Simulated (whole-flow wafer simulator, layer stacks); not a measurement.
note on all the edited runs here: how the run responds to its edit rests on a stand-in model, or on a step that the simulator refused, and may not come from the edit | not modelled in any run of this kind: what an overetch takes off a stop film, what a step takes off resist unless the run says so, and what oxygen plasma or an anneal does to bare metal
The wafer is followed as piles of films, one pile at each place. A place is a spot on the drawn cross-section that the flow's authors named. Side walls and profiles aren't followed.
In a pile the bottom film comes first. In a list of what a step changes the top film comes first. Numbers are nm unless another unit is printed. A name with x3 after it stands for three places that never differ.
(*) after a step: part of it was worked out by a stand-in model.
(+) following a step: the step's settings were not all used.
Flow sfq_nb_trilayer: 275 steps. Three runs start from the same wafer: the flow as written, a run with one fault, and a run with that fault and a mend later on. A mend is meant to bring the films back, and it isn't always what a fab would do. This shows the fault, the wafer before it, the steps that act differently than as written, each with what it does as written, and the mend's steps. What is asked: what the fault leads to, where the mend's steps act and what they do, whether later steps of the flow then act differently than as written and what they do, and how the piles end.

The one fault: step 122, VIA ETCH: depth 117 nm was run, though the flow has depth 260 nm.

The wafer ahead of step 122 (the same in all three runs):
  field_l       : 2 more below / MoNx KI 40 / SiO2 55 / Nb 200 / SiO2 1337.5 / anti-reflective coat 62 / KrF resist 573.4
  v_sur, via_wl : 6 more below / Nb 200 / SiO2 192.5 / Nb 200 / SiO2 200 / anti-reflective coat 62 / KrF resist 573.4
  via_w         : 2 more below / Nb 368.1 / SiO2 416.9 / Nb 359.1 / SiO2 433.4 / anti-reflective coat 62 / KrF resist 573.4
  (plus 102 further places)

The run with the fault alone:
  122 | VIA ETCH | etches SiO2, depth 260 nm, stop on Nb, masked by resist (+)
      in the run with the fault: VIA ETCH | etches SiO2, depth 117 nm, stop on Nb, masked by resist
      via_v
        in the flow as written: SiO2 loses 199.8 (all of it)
        in the run with the fault: SiO2 loses 117
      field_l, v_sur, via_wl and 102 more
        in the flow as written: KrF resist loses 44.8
        in the run with the fault: KrF resist loses 20.2
  Later steps of the flow acting differently than as written (not shown: 3 more steps that differ only slightly, by at most 2% or 0.5 nm, whichever is larger):
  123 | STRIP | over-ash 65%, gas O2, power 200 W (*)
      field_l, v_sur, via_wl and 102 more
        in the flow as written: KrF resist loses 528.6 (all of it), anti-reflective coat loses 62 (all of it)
        in the run with the fault: KrF resist loses 553.3 (all of it), anti-reflective coat loses 62 (all of it)
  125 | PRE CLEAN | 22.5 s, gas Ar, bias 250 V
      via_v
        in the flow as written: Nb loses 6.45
        in the run with the fault: SiO2 loses 7.5
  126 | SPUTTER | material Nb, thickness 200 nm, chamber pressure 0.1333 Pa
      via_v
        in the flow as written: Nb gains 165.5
        in the run with the fault: Nb gains 183.7 (new film)
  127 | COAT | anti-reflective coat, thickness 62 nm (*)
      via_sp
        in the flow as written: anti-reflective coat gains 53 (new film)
        in the run with the fault: anti-reflective coat gains 54.8 (new film)
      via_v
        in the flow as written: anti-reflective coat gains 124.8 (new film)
        in the run with the fault: anti-reflective coat gains 105.9 (new film)
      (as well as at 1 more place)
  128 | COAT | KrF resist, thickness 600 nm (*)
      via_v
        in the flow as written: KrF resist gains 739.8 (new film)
        in the run with the fault: KrF resist gains 672.2 (new film)
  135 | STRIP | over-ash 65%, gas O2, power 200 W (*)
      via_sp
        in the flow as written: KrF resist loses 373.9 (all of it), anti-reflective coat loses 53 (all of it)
        in the run with the fault: KrF resist loses 379.3 (all of it), anti-reflective coat loses 54.8 (all of it)
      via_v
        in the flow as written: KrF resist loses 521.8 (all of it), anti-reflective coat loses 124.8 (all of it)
        in the run with the fault: KrF resist loses 454.4 (all of it), anti-reflective coat loses 105.9 (all of it)
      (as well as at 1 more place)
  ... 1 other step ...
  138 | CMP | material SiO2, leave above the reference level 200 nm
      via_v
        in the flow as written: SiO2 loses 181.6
        in the run with the fault: SiO2 loses 166.5
  By the end, the piles at via_v depart from the flow's by more than 2% or 0.5 nm, whichever is larger.
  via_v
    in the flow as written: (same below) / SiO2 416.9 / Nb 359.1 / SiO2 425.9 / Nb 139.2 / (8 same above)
    in the run with the fault: (same below) / SiO2 416.9 / Nb 200 / SiO2 75.3 / Nb 183.7 / SiO2 326 / Nb 139.2 / (8 same above)

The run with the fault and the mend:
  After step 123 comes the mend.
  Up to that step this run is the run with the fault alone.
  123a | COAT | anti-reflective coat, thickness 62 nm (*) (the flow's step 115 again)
      p4_fl x3, p4_w1 x9, p4_g1 x2 and 63 more
        anti-reflective coat gains 62 (new film)
      ce_r, sp_r, be_r and 12 more
        anti-reflective coat gains 61.9 (new film)
      field_l, v_sur, gap, jj_sur, ce_l, c5j
        anti-reflective coat gains 61.8 (new film)
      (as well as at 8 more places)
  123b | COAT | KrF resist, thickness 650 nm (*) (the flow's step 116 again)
      p4_fl x3, p4_w1 x9, p4_g1 x2 and 63 more
        KrF resist gains 650 (new film)
      moat, field_r, lsp_l, ln_m5, lsp_m, ln_m6, l0v
        KrF resist gains 649.7 (new film)
      be_r, r_sur
        KrF resist gains 649.5 (new film)
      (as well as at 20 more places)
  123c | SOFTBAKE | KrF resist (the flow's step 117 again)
      leaves every film unchanged at each place that is followed
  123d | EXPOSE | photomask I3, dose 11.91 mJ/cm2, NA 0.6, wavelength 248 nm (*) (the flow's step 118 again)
      leaves every film unchanged at each place that is followed
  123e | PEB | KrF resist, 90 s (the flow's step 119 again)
      via_sp, wire, ce_l and 93 more
        KrF resist loses 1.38
      field_l, v_sur, via_wl, via_w, be, be_sur, gap, jj_sur
        KrF resist loses 1.37
      via_wr
        KrF resist loses 1.36
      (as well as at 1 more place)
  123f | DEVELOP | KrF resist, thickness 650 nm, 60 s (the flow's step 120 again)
      field_l, v_sur, via_wl and 102 more
        KrF resist loses 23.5
      via_v
        KrF resist loses 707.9 (all of it)
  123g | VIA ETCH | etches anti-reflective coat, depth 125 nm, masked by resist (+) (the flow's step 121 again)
      field_l, v_sur, via_wl and 102 more
        KrF resist loses 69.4
      via_v
        anti-reflective coat loses 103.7 (all of it), SiO2 loses 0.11
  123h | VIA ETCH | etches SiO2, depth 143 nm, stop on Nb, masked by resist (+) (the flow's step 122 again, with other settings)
      field_l, v_sur, via_wl and 102 more
        KrF resist loses 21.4
      via_v
        SiO2 loses 82.7 (all of it)
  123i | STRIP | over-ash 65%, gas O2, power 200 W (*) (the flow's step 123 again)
      p4_fl x3, p4_w1 x9, p4_g1 x2 and 63 more
        KrF resist loses 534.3 (all of it), anti-reflective coat loses 62 (all of it)
      lsp_l, ln_m5, lsp_m, ln_m6, lsp_r, l0_sur, l0v
        KrF resist loses 534 (all of it), anti-reflective coat loses 61.9 (all of it)
      res, r_end, moat, field_r
        KrF resist loses 533.9 (all of it), anti-reflective coat loses 61.9 (all of it)
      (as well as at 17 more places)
  None of the later steps of the flow acts differently than as written at any place that is followed.
  By the end, the piles equal the flow's at every place that both follow.
